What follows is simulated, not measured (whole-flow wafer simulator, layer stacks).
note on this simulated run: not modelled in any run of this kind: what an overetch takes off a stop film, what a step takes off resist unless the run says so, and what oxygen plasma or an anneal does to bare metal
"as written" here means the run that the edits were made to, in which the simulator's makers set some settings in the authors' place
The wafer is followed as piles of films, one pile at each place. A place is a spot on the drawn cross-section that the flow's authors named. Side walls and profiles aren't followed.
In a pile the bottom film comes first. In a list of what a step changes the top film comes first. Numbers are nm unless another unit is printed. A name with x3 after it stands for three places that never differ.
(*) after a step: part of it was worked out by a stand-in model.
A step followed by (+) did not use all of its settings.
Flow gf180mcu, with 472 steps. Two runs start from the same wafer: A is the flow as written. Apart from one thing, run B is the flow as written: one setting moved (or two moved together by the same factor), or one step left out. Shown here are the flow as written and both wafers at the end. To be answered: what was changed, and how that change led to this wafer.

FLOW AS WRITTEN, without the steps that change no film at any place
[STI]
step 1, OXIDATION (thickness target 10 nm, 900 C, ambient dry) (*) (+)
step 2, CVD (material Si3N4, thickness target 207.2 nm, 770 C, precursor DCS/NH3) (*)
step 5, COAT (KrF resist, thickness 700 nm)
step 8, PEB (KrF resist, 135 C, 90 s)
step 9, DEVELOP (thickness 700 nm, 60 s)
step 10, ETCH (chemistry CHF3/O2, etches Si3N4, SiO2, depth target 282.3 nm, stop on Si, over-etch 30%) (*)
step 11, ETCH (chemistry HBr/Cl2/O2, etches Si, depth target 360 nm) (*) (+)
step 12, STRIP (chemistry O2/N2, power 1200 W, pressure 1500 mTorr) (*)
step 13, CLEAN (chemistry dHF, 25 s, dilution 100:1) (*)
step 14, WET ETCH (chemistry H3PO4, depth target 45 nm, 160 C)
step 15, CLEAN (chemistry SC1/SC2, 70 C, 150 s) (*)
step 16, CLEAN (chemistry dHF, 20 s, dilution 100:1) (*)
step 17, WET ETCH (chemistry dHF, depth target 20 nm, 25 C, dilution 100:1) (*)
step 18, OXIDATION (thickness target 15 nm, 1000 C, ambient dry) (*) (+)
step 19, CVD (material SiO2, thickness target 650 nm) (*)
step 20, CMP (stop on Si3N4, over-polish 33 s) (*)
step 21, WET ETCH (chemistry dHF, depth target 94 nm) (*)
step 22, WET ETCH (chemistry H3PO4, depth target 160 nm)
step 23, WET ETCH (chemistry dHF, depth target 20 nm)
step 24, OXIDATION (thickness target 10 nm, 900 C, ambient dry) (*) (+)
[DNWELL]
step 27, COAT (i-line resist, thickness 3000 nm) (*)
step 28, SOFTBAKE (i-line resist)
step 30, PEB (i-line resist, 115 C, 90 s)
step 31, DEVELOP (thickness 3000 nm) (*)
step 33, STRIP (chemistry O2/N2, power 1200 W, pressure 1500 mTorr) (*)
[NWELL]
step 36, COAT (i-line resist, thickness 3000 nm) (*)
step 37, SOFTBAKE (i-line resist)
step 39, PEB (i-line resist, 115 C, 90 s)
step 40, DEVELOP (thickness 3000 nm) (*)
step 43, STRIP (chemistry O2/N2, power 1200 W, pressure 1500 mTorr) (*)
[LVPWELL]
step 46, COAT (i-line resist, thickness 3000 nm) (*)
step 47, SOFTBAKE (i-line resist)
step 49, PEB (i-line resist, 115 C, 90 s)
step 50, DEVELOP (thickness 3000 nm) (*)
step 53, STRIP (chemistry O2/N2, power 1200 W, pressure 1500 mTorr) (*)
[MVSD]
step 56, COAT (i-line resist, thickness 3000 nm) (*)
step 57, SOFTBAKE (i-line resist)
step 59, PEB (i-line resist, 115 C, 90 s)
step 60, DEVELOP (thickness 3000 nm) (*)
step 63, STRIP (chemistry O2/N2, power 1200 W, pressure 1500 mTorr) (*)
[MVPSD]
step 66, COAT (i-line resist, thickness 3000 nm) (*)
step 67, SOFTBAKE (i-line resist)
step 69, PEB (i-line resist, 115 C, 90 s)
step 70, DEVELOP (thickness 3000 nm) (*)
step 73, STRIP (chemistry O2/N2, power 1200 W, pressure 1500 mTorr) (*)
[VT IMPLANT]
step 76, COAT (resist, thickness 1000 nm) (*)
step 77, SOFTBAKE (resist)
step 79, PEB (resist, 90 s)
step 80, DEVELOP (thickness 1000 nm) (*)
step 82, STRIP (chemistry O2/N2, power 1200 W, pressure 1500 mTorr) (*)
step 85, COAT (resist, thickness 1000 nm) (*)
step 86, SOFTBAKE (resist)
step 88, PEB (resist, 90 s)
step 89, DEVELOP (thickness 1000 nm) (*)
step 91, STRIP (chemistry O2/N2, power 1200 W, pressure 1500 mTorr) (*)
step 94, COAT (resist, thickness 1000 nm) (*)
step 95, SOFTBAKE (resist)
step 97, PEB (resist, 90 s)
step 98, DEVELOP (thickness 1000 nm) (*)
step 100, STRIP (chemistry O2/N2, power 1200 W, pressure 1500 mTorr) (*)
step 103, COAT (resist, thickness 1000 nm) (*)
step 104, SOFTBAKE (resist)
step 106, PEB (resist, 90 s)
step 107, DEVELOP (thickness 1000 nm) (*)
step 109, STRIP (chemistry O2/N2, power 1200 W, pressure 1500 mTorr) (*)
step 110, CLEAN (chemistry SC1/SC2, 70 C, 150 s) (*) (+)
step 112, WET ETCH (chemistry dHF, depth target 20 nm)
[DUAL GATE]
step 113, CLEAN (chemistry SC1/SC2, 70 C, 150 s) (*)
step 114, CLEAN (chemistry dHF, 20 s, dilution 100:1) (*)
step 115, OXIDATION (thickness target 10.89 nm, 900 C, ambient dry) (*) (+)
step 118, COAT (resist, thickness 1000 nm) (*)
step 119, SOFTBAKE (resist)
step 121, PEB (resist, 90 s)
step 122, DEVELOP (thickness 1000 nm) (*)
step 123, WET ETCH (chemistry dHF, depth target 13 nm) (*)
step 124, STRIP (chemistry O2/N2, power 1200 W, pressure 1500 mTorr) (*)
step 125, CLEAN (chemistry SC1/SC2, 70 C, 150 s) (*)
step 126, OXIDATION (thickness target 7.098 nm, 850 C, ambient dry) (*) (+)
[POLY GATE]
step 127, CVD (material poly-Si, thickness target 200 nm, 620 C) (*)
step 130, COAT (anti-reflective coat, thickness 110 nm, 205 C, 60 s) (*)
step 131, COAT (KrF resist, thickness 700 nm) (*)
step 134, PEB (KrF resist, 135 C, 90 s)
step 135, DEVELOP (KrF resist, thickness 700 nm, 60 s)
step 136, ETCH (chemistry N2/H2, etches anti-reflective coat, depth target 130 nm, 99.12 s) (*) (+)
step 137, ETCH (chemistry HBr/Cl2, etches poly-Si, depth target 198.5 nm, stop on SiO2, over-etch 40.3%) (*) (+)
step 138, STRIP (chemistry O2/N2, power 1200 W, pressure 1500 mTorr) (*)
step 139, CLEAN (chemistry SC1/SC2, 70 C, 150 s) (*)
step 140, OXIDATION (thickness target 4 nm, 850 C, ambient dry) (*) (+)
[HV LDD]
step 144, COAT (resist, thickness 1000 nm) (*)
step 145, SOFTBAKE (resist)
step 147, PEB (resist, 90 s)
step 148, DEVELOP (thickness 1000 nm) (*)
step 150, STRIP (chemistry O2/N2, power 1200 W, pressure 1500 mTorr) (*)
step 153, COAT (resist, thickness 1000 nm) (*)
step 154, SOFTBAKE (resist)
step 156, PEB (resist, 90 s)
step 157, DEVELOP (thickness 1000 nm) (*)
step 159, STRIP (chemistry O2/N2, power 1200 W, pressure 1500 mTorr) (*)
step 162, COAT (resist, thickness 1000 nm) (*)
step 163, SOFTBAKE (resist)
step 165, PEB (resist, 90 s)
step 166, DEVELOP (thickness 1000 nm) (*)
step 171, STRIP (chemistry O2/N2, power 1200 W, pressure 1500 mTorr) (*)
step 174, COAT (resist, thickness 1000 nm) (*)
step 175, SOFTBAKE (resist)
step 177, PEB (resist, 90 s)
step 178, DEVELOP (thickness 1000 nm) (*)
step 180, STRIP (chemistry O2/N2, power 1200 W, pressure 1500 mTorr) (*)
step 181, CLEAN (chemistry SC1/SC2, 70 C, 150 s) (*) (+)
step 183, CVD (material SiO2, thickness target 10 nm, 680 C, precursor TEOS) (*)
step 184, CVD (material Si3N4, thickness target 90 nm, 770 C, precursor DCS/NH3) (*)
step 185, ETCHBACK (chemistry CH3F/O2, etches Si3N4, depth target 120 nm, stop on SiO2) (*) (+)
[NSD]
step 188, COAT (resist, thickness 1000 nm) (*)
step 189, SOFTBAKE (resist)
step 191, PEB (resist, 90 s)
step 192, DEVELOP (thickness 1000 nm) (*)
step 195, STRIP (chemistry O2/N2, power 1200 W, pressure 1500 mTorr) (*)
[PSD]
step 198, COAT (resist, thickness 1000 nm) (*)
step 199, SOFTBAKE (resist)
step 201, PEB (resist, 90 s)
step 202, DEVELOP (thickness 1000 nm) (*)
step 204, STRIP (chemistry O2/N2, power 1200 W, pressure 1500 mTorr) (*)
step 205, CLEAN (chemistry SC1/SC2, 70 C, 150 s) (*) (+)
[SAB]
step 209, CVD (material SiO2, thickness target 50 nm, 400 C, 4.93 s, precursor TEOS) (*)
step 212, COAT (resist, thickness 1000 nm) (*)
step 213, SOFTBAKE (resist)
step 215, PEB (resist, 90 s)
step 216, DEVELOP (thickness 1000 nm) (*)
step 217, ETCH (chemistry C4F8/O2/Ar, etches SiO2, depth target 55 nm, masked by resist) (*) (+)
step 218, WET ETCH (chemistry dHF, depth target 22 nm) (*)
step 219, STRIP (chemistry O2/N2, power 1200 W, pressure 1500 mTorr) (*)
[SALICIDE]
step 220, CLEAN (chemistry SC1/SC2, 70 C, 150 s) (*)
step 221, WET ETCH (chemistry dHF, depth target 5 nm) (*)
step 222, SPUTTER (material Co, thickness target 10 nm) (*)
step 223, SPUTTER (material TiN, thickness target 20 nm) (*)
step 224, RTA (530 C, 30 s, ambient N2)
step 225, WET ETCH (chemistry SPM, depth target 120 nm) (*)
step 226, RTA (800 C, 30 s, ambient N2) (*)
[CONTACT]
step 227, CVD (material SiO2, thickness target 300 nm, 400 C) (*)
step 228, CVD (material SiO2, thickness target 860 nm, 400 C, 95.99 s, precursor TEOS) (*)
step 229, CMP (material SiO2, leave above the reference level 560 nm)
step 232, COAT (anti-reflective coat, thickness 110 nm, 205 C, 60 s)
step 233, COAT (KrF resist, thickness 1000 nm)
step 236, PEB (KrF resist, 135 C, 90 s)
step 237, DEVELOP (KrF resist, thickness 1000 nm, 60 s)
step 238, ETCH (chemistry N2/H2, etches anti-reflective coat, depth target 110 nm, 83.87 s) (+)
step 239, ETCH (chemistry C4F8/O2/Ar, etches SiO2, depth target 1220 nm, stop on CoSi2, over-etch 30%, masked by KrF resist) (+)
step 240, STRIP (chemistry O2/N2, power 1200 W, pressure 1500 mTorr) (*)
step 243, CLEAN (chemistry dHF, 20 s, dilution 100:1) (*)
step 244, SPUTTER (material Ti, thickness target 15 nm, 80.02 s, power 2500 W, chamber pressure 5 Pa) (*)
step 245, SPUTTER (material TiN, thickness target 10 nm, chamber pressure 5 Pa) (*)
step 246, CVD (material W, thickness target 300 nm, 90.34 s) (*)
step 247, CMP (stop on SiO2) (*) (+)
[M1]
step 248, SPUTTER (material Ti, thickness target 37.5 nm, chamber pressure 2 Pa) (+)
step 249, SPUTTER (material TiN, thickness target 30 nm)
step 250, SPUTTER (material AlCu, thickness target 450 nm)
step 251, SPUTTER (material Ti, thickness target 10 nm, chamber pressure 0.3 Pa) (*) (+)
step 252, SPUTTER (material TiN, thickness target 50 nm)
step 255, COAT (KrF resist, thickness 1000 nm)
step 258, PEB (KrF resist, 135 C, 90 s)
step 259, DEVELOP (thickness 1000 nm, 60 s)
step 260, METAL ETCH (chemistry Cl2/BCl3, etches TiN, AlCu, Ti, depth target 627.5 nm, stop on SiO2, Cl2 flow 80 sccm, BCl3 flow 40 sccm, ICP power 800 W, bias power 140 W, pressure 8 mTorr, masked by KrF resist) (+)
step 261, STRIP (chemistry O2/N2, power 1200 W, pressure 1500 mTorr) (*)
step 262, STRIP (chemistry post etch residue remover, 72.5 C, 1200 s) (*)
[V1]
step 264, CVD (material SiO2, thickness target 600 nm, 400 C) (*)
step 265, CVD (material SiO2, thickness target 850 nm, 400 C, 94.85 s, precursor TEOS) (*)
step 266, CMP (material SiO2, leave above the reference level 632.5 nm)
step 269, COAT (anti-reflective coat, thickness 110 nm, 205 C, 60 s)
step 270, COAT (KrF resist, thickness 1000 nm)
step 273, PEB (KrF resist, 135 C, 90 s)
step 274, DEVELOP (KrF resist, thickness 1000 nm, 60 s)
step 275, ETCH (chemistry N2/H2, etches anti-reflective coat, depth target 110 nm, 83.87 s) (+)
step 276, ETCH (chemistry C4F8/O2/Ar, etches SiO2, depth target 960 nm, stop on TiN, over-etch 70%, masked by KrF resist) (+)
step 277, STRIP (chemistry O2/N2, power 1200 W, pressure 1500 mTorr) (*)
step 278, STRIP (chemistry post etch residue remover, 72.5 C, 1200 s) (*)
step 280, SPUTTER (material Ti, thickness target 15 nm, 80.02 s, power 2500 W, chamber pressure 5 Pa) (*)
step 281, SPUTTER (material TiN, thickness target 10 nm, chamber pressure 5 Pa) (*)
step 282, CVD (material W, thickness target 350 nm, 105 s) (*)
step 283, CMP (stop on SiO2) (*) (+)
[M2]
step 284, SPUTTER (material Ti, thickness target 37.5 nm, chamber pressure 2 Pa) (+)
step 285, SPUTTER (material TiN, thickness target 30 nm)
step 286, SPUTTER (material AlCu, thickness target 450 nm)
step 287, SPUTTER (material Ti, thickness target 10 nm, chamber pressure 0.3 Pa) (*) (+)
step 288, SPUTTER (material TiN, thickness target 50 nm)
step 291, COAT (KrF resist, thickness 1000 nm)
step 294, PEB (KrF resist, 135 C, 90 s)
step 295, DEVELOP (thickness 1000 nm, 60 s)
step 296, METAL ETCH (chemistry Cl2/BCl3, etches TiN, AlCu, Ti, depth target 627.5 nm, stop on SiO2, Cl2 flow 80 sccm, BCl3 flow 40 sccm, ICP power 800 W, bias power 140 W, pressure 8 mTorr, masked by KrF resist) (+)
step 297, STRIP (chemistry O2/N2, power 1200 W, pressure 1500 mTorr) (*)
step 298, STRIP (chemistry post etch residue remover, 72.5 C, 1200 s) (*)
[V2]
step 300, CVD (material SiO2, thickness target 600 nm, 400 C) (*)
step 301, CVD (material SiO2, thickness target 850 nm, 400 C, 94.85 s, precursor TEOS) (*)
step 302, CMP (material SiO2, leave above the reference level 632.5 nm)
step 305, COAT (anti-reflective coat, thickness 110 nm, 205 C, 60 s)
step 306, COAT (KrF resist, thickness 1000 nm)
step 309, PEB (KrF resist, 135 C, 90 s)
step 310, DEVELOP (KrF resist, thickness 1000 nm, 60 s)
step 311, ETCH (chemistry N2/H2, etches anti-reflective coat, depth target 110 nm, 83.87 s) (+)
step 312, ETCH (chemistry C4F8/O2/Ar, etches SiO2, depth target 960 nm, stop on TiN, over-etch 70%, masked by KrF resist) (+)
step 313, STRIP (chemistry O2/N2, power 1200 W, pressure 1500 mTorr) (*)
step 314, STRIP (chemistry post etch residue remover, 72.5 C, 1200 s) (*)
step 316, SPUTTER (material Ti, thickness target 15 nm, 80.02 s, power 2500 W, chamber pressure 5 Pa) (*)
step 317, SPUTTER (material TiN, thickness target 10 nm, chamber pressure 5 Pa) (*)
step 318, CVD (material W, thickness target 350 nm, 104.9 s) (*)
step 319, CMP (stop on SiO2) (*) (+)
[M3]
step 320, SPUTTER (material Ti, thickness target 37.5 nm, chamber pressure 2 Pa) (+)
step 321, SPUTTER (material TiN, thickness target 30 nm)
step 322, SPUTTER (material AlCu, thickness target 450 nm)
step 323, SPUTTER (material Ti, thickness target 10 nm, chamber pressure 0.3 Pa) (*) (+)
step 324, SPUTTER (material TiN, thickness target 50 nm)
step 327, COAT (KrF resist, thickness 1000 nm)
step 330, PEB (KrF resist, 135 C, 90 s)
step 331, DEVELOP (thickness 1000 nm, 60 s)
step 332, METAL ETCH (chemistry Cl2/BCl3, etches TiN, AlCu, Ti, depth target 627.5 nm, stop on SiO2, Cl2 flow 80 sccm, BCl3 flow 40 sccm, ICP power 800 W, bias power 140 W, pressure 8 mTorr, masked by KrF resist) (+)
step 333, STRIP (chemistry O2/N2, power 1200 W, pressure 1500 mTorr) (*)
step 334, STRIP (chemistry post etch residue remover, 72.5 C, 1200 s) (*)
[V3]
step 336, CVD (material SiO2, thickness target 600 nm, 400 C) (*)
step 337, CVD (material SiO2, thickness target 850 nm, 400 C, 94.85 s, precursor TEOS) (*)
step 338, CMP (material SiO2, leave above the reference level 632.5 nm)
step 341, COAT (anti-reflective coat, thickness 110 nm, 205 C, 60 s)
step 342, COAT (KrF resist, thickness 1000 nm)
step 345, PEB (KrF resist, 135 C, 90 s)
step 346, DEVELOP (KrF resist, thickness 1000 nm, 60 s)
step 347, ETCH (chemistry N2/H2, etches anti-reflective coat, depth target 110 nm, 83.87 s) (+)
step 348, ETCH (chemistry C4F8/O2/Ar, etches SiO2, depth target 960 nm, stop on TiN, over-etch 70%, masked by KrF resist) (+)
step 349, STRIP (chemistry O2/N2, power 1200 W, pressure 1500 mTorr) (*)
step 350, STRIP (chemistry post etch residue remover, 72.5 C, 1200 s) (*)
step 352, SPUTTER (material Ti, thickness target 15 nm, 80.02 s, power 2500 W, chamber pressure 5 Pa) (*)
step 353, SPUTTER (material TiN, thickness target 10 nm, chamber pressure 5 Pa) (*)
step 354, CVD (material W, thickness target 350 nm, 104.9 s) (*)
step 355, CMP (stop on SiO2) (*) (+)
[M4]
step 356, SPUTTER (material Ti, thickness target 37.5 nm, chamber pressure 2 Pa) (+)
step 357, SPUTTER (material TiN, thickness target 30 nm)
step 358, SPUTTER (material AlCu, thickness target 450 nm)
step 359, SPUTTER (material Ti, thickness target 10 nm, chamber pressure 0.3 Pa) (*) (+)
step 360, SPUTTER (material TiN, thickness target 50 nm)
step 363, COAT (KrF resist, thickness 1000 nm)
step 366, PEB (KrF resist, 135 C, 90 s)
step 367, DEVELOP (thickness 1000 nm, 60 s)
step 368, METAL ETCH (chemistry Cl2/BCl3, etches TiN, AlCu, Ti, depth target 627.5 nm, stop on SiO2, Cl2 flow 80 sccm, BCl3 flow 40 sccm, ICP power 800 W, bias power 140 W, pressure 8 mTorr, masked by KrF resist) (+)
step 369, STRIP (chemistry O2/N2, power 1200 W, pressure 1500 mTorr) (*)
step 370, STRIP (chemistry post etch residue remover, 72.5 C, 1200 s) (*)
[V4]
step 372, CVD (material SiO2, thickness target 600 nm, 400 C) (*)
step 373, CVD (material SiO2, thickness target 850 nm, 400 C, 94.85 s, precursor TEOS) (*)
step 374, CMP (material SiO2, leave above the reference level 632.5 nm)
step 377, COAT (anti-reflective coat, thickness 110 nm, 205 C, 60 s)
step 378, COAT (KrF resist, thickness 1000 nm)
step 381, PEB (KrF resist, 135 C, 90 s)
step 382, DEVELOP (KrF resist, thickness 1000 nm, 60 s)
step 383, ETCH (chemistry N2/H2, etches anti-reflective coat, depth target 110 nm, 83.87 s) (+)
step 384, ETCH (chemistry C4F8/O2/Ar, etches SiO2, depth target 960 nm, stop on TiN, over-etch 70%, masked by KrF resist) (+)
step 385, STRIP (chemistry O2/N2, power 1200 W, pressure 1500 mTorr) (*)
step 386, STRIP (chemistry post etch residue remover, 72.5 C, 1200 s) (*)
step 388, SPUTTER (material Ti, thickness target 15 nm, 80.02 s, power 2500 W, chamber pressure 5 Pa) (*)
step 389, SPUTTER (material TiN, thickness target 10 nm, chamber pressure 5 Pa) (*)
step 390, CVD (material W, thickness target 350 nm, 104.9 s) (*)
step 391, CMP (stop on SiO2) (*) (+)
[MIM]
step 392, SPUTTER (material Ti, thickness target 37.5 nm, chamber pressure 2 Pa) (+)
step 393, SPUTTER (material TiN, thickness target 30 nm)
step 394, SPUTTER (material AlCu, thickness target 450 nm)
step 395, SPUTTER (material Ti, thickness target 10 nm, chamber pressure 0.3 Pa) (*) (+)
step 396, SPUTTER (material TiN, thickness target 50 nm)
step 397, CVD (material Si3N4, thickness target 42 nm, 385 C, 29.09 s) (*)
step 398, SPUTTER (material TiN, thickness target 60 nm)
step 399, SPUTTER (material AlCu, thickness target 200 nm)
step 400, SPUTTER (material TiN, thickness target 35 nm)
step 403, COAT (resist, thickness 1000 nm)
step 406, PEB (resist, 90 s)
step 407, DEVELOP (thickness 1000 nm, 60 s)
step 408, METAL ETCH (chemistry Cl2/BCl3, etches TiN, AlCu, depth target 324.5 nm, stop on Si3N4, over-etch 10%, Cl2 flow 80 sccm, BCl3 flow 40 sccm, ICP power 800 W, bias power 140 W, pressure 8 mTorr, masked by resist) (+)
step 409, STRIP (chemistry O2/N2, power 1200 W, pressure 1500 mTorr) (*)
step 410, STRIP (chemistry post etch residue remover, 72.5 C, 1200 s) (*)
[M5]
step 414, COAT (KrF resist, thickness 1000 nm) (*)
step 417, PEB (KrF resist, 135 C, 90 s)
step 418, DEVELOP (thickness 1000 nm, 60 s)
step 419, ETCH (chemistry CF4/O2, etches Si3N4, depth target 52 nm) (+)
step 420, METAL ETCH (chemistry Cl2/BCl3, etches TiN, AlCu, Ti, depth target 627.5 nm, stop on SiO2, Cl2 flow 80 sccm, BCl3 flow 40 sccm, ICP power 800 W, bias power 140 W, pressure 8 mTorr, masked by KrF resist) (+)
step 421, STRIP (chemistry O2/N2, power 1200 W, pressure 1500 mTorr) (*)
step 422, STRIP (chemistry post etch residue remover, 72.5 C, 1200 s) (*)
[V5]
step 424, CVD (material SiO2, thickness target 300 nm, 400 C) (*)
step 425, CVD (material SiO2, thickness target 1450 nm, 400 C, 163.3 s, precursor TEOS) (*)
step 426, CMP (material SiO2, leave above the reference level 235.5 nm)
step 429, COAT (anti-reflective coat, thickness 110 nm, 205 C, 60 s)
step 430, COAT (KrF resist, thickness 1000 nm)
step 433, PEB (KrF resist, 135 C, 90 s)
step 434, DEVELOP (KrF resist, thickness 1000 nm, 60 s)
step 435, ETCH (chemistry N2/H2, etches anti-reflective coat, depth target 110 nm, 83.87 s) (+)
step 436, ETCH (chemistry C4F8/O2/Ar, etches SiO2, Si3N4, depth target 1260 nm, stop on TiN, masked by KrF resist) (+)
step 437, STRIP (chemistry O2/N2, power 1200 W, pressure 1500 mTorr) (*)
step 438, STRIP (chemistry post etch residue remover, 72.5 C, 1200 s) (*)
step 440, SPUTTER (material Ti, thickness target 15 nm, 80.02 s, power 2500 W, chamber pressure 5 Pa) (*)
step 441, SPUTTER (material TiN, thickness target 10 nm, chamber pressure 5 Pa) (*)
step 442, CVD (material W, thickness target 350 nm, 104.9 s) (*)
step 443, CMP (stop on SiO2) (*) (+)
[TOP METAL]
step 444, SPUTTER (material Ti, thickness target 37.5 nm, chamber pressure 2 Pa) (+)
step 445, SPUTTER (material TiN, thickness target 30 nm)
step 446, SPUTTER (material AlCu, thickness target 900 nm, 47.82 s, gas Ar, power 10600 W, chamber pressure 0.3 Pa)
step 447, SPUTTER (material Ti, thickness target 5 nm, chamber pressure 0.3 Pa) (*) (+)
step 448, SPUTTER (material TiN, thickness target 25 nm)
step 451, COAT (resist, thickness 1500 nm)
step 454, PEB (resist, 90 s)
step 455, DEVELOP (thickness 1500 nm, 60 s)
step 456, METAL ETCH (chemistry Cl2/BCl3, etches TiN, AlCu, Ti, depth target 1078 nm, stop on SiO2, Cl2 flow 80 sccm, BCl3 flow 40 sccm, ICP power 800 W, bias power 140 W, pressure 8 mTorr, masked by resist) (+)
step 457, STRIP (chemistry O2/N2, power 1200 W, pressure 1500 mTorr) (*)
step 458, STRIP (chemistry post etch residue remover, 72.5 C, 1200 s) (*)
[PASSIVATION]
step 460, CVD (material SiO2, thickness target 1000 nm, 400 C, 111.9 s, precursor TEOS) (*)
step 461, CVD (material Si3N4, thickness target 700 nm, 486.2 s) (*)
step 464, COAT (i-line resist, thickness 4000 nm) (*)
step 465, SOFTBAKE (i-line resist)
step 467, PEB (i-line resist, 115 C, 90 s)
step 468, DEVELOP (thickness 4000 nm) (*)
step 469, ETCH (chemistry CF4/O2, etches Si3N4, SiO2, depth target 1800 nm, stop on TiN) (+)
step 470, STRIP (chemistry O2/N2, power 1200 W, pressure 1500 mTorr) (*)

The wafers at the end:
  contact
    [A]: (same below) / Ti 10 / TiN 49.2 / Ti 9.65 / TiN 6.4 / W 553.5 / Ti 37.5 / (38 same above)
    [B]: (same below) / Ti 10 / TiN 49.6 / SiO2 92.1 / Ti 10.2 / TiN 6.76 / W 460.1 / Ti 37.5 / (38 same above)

Cause: step 276, ETCH: depth target 480 nm was run, though the flow has depth target 960 nm.

Step by step, how the change led to this:
  step 276, ETCH (chemistry C4F8/O2/Ar, etches SiO2, depth target 960 nm, stop on TiN, over-etch 70%, masked by KrF resist) (+)
      contact: A -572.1 SiO2 (all of it) | B -480 SiO2
      field, field__w1, field__w2 and 107 more: A -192 KrF resist | B -96 KrF resist
  step 277, STRIP (chemistry O2/N2, power 1200 W, pressure 1500 mTorr) (*)
      field, field__w1, field__w2 and 107 more: A -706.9 KrF resist (all of it), -110 anti-reflective coat (all of it) | B -802.9 KrF resist (all of it), -110 anti-reflective coat (all of it)
  step 280, SPUTTER (material Ti, thickness target 15 nm, 80.02 s, power 2500 W, chamber pressure 5 Pa) (*)
      contact: A +9.65 Ti (new film) | B +10.2 Ti (new film)
  step 282, CVD (material W, thickness target 350 nm, 105 s) (*)
      contact: A +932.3 W (new film) | B +838.9 W (new film)
Taking metal films that touch as one body, contact has 2 bodies (between them, from the top down: SiO2 92.1); the flow as written gives 1 body.
